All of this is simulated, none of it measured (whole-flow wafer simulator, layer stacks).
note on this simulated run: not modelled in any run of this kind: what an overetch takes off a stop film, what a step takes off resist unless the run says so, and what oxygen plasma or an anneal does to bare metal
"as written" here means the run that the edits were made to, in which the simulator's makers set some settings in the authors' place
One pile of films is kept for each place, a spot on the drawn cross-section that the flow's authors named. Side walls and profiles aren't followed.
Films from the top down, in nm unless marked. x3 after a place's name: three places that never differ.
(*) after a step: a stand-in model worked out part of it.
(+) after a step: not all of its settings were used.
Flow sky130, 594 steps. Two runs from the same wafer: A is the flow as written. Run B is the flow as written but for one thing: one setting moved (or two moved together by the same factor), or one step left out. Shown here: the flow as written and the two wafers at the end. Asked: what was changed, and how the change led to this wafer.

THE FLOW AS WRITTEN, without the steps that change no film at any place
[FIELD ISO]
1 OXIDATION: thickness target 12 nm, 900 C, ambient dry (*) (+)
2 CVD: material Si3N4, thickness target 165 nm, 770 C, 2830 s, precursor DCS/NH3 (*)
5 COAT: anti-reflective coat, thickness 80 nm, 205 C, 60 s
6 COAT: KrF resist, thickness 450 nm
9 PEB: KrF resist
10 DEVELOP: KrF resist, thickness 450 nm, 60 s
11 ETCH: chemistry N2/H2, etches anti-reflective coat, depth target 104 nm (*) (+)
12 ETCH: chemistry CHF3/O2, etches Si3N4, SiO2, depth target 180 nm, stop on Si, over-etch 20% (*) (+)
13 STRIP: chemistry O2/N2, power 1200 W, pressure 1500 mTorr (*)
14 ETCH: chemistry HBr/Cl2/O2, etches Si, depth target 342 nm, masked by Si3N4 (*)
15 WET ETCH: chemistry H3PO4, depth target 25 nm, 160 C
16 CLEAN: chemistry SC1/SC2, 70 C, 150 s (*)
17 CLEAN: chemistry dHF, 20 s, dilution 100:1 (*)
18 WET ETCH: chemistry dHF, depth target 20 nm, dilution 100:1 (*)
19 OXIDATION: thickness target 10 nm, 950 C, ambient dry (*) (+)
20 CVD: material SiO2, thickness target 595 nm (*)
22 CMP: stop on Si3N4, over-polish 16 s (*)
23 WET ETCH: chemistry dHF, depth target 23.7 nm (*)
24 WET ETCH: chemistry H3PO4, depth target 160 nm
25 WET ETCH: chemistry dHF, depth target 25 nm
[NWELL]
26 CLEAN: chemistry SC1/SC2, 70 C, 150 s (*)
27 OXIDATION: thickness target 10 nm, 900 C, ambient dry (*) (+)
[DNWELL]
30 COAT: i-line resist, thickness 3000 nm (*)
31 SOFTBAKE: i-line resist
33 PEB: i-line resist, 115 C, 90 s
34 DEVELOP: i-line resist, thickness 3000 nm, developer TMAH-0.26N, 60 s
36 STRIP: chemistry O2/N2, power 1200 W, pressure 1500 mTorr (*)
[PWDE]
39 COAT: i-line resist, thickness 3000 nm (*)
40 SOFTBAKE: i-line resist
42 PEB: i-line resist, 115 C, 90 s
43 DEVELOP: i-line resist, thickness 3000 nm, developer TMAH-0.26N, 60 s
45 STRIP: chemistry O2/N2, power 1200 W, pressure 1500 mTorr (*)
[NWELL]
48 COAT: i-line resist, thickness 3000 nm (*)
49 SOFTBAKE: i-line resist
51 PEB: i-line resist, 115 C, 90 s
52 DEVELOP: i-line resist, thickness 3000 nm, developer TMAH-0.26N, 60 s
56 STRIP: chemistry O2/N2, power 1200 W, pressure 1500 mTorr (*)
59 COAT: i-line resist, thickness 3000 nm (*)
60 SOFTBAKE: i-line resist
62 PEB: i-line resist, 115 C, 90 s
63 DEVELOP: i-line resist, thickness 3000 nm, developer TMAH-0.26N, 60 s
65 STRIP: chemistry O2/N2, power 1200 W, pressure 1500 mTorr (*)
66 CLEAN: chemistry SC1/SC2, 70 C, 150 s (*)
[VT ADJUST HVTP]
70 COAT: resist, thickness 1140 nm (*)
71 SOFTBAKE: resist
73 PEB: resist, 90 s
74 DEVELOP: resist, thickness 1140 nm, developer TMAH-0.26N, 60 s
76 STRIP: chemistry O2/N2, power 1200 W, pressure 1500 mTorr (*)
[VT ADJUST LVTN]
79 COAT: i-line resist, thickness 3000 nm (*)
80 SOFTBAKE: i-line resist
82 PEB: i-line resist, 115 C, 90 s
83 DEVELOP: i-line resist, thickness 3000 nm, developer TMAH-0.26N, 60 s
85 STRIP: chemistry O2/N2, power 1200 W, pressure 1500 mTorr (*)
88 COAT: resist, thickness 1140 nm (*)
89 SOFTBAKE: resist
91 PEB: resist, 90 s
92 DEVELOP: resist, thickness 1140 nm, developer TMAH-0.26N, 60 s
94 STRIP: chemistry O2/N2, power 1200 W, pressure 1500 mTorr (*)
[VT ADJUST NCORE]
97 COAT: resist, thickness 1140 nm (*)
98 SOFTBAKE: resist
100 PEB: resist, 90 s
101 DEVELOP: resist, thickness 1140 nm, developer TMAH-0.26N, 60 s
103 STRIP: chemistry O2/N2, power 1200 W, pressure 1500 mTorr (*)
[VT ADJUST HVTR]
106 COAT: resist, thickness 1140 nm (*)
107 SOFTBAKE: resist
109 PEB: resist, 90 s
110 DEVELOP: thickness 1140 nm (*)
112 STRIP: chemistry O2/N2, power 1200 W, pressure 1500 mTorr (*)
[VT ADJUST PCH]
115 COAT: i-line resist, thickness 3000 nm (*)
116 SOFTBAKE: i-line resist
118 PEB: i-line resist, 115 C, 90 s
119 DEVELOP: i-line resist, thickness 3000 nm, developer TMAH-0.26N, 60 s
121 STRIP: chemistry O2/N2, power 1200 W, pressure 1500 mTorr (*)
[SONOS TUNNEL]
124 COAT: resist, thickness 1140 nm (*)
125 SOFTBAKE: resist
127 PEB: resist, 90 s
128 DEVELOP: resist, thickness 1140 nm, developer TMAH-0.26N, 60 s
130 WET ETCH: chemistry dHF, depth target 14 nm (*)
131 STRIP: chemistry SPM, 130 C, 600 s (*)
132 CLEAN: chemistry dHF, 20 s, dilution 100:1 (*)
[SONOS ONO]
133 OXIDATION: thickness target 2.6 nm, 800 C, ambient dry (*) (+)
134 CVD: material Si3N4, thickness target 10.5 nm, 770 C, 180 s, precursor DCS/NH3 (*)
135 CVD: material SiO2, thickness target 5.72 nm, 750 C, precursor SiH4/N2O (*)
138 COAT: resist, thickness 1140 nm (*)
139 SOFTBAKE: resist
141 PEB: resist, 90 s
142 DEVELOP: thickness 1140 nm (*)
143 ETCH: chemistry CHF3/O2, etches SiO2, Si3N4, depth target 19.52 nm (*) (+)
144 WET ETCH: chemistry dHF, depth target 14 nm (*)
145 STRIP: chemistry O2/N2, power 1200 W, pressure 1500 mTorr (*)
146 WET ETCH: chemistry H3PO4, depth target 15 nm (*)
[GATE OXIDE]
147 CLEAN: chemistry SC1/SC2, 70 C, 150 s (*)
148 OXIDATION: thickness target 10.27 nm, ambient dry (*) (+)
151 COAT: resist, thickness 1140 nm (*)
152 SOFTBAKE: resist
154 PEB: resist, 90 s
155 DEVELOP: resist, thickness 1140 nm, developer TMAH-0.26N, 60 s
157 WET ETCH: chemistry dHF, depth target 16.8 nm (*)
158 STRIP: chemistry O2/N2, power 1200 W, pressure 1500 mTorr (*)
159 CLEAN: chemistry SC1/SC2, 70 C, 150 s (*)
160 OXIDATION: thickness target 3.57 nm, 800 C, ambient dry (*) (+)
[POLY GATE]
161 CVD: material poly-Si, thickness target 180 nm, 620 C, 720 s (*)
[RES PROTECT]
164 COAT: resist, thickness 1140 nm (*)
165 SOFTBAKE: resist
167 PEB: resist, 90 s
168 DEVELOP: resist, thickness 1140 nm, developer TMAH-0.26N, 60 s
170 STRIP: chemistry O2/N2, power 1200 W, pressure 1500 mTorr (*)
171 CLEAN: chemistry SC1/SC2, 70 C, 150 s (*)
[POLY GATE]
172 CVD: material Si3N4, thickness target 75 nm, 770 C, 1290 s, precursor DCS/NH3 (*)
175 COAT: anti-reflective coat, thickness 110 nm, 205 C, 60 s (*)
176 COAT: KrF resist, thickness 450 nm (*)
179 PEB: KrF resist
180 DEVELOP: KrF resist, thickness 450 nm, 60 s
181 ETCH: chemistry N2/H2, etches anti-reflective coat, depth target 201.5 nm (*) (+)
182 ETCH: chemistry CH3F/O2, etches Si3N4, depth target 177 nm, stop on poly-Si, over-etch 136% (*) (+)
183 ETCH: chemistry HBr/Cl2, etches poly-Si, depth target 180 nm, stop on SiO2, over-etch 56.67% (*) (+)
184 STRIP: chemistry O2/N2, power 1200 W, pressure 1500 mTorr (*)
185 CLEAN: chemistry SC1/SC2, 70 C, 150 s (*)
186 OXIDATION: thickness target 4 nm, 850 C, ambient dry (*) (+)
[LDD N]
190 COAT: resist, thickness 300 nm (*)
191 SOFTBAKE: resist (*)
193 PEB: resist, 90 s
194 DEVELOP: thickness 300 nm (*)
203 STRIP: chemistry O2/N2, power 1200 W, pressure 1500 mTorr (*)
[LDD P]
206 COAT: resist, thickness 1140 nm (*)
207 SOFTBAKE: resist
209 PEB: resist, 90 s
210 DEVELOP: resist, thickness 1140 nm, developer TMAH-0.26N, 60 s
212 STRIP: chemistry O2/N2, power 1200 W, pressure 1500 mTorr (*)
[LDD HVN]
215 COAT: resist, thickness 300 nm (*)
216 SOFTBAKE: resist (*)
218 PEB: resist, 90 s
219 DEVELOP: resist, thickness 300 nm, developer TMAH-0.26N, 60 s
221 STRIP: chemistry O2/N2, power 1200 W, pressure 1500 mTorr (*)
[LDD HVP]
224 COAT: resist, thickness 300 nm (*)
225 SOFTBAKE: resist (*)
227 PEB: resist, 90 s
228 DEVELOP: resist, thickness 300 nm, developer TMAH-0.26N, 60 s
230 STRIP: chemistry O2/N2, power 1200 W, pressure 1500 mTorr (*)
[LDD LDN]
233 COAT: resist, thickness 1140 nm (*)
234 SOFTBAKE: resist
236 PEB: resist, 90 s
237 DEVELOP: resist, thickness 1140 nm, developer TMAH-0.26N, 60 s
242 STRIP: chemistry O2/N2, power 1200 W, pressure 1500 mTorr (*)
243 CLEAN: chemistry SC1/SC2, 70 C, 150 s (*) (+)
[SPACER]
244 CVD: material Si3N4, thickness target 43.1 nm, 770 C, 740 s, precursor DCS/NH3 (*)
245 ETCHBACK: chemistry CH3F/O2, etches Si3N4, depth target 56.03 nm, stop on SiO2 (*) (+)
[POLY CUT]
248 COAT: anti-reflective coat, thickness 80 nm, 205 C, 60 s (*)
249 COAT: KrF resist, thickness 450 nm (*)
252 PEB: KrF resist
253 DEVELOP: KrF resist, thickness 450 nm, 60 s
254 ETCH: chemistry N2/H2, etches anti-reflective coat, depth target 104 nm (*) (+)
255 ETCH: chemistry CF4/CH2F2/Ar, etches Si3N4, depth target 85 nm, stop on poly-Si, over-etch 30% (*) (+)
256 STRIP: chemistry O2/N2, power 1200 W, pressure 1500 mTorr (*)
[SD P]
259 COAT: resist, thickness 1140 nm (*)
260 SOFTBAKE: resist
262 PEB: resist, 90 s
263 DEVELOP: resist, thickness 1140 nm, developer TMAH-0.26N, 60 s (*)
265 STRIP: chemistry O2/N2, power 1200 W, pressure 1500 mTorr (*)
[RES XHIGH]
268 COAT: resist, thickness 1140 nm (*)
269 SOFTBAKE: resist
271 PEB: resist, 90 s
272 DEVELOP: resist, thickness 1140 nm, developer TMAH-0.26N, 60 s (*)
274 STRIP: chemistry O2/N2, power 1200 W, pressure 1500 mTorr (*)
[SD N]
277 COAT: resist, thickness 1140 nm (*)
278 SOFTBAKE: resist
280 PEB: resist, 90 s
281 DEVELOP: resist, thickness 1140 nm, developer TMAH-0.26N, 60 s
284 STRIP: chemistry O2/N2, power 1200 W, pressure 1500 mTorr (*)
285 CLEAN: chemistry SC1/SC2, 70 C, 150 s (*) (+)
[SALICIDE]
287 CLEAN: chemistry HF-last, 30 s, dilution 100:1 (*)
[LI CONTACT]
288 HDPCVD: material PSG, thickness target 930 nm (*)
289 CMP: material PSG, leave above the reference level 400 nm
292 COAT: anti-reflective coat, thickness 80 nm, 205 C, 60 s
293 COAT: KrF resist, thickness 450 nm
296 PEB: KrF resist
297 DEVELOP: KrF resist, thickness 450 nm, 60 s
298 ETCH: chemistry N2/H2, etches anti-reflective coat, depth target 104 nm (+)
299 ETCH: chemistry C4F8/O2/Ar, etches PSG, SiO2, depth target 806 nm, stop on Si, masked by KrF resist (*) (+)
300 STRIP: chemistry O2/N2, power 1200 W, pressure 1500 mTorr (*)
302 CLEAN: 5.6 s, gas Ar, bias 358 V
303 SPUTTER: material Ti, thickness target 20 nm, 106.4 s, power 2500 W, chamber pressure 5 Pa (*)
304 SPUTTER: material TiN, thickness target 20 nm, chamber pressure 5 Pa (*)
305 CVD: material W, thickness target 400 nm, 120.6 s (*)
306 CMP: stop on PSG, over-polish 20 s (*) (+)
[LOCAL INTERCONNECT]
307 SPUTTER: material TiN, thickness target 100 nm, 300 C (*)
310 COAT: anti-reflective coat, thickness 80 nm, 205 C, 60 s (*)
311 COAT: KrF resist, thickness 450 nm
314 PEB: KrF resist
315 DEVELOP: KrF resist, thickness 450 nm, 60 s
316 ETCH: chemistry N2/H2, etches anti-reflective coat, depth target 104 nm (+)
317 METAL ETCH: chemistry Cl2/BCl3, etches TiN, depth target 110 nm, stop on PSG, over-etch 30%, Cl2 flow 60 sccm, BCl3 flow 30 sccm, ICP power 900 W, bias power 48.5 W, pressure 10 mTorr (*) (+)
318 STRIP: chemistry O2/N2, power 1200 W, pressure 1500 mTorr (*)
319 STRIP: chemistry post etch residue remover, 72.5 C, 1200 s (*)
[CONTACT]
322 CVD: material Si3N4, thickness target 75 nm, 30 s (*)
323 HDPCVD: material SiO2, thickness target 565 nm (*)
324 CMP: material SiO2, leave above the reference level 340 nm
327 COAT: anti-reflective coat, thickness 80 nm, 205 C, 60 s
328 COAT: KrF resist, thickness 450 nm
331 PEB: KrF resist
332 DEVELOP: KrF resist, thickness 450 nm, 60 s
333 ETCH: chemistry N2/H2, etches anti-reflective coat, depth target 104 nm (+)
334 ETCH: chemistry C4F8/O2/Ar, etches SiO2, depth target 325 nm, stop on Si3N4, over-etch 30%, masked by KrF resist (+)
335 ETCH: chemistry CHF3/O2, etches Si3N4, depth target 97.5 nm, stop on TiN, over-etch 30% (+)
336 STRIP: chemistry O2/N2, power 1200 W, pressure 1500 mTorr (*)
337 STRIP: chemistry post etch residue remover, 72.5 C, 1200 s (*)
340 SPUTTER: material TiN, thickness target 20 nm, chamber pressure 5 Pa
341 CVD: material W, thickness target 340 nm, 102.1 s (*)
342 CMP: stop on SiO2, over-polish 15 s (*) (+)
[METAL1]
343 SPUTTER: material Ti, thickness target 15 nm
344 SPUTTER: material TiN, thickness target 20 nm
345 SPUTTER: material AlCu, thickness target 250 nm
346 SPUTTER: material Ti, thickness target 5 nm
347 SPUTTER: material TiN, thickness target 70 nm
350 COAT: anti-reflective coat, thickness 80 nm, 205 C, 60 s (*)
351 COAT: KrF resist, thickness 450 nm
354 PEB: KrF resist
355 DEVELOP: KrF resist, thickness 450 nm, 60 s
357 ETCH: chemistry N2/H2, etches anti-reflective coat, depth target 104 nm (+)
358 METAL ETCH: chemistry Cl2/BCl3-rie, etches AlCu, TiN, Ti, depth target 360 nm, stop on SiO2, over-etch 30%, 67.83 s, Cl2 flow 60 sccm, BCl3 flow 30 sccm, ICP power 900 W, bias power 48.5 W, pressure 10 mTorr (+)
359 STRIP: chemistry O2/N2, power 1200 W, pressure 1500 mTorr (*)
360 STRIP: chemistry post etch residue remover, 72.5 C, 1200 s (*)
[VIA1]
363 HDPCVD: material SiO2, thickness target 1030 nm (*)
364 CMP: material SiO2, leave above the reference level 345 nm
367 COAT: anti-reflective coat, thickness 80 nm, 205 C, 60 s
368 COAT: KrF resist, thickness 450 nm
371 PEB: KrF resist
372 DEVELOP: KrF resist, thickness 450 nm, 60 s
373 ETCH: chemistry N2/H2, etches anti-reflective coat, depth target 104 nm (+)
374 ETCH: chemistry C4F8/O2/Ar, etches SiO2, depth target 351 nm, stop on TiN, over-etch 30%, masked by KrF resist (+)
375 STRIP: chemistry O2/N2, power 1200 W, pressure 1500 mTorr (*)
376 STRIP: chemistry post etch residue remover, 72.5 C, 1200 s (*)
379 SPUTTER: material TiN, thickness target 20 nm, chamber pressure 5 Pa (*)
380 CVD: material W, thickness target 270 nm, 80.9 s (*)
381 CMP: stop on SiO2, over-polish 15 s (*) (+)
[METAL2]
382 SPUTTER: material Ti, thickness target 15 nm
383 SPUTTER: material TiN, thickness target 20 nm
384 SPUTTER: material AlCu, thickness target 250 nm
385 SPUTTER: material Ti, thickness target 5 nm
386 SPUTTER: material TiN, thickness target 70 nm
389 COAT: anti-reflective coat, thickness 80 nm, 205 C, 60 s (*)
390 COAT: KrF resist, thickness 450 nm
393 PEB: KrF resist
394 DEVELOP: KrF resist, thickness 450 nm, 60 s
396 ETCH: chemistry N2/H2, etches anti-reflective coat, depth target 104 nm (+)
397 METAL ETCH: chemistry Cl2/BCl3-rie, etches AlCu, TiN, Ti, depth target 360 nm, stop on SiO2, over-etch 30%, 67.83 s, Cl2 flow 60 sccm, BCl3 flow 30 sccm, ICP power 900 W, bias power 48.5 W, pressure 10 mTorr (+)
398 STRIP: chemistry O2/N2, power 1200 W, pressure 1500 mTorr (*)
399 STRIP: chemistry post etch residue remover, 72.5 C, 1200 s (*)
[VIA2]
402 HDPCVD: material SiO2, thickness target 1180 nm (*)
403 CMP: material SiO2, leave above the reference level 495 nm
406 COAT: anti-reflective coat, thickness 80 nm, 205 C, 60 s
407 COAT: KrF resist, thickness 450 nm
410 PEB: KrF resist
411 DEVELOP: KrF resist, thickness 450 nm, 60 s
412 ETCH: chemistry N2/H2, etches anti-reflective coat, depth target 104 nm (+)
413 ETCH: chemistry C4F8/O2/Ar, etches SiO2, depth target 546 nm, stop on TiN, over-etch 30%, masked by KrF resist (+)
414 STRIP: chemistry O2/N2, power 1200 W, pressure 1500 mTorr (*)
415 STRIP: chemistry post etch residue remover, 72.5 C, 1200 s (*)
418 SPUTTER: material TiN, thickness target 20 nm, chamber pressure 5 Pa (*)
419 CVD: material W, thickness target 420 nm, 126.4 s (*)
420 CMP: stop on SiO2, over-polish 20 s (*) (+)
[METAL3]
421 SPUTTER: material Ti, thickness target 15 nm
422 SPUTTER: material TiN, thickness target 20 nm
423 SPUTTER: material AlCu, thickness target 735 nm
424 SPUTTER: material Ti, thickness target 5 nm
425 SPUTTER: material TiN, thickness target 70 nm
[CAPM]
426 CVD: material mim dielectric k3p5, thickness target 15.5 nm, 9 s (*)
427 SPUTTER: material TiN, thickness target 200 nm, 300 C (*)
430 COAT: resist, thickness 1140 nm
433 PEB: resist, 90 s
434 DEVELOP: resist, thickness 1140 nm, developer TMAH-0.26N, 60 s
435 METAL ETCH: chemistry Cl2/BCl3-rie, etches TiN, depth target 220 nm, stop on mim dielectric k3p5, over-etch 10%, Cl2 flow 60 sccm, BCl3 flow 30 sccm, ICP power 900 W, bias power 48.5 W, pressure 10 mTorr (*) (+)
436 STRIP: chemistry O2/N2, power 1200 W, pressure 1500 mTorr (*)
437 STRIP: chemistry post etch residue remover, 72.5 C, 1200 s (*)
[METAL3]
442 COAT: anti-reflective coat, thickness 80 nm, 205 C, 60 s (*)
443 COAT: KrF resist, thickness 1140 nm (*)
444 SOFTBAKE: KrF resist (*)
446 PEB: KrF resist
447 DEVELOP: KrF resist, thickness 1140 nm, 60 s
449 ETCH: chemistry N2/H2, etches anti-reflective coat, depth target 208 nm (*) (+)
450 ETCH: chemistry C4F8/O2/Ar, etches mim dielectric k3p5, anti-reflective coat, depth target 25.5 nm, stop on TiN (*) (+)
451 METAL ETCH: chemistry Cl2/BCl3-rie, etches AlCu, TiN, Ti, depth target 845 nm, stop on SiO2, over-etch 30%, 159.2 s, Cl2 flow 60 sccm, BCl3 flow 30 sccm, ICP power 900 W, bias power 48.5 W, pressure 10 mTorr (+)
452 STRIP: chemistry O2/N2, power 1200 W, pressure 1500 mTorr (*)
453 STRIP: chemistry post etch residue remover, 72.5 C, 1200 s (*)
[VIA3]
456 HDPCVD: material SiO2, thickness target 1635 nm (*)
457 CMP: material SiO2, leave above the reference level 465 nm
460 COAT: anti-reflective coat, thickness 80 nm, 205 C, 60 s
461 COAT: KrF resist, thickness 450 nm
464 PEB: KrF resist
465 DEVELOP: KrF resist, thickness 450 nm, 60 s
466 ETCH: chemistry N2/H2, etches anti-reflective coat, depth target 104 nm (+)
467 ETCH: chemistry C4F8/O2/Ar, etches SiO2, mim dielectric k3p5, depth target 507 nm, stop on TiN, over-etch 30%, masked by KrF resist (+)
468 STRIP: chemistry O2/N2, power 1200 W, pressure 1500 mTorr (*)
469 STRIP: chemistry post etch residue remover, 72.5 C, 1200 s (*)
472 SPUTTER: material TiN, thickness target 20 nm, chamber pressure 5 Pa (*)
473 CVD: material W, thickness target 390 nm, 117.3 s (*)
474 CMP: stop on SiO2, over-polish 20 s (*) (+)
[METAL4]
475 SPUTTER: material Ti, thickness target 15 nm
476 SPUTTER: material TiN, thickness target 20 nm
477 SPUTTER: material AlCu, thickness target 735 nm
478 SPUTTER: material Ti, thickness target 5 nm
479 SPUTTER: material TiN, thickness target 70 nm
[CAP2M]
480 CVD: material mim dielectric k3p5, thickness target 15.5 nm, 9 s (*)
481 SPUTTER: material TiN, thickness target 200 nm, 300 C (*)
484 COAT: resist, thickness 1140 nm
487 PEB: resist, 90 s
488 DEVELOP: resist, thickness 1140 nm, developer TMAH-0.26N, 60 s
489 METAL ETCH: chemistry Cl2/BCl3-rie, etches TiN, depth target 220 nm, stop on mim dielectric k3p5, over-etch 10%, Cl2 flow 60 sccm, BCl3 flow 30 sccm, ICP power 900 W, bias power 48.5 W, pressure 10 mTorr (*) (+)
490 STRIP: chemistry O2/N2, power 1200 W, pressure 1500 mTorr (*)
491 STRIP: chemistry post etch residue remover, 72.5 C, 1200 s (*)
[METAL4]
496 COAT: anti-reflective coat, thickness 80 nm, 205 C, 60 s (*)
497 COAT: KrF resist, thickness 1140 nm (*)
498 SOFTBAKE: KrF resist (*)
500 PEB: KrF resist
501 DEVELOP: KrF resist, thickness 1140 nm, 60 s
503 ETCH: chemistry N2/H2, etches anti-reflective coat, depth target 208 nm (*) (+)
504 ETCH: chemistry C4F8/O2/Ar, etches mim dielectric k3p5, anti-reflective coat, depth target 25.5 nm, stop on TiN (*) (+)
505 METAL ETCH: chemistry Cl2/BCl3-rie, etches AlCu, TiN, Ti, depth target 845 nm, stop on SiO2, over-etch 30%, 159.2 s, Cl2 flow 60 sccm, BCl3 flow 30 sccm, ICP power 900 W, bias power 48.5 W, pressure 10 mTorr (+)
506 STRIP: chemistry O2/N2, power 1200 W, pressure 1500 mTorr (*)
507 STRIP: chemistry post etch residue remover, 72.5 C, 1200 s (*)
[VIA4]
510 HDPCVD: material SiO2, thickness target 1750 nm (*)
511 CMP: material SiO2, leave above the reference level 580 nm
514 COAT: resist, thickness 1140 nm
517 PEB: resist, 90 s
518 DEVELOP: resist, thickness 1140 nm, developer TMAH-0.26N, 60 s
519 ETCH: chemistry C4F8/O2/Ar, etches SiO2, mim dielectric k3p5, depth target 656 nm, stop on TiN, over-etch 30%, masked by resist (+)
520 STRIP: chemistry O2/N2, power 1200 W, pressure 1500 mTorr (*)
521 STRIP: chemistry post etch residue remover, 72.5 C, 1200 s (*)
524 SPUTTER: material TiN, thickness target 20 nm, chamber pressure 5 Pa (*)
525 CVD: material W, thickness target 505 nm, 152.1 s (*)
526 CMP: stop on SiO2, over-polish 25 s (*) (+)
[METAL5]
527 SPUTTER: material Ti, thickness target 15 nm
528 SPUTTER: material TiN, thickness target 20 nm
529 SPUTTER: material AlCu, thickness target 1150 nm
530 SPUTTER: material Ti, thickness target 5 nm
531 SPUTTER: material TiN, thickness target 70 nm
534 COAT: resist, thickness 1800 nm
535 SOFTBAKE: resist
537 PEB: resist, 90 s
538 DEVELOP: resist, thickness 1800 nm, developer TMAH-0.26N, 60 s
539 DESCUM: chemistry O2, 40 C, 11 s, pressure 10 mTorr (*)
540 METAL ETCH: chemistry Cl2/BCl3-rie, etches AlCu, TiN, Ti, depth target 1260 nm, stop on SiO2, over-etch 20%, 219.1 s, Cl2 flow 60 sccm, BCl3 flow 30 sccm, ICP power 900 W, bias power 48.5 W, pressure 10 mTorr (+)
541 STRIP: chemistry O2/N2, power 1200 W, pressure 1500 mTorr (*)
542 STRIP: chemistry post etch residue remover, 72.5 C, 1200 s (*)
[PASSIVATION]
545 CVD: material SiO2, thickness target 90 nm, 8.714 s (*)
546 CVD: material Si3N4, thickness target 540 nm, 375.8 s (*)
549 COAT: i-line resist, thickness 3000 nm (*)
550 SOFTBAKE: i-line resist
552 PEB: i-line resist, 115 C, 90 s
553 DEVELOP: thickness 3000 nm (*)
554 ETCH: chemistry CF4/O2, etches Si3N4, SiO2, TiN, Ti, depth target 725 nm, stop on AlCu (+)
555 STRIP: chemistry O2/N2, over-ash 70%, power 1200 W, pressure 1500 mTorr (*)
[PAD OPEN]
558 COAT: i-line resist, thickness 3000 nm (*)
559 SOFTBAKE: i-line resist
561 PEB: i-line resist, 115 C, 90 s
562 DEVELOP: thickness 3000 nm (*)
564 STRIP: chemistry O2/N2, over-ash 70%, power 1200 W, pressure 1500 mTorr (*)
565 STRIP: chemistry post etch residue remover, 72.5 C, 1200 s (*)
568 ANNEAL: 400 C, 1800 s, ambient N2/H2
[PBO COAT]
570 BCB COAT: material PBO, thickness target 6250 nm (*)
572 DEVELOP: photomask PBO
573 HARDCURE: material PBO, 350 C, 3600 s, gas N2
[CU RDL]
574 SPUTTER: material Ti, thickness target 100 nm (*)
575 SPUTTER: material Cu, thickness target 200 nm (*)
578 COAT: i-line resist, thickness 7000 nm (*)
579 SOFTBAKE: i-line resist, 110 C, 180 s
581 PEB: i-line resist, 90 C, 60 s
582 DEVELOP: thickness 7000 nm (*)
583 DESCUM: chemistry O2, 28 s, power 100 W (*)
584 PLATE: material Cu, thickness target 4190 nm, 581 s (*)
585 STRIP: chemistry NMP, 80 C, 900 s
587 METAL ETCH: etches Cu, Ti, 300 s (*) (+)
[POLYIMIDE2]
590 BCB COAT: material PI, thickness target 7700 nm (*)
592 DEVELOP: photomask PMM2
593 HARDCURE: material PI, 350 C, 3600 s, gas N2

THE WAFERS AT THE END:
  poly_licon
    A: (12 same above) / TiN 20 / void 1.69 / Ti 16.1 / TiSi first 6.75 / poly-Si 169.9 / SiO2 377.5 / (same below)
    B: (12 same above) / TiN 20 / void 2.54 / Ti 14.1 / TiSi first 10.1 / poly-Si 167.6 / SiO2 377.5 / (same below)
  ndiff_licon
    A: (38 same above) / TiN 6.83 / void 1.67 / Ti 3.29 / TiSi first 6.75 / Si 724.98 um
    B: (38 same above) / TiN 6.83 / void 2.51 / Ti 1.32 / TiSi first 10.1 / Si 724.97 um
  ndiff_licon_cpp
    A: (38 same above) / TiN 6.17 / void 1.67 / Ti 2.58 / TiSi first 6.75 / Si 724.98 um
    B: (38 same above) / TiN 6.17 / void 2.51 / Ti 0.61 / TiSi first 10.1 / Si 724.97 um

The cause: step 568, ANNEAL: 423 C was run, where the flow has 400 C.

How the change led to this, step by step:
  568 ANNEAL: 400 C, 1800 s, ambient N2/H2
      poly_licon, rpo_hd_licon: A under 11 films: void +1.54 (new film), Ti -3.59, TiSi first +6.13 (new film), poly-Si -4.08 | B under 11 films: void +2.44 (new film), Ti -5.69, TiSi first +9.73 (new film), poly-Si -6.48
      ndiff_licon, ndiff_licon_cpp: A under 37 films: void +1.52 (new film), Ti -3.59, TiSi first +6.13 (new film), Si -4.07 | B under 37 films: void +2.41 (new film), Ti -5.69, TiSi first +9.73 (new film), Si -6.45
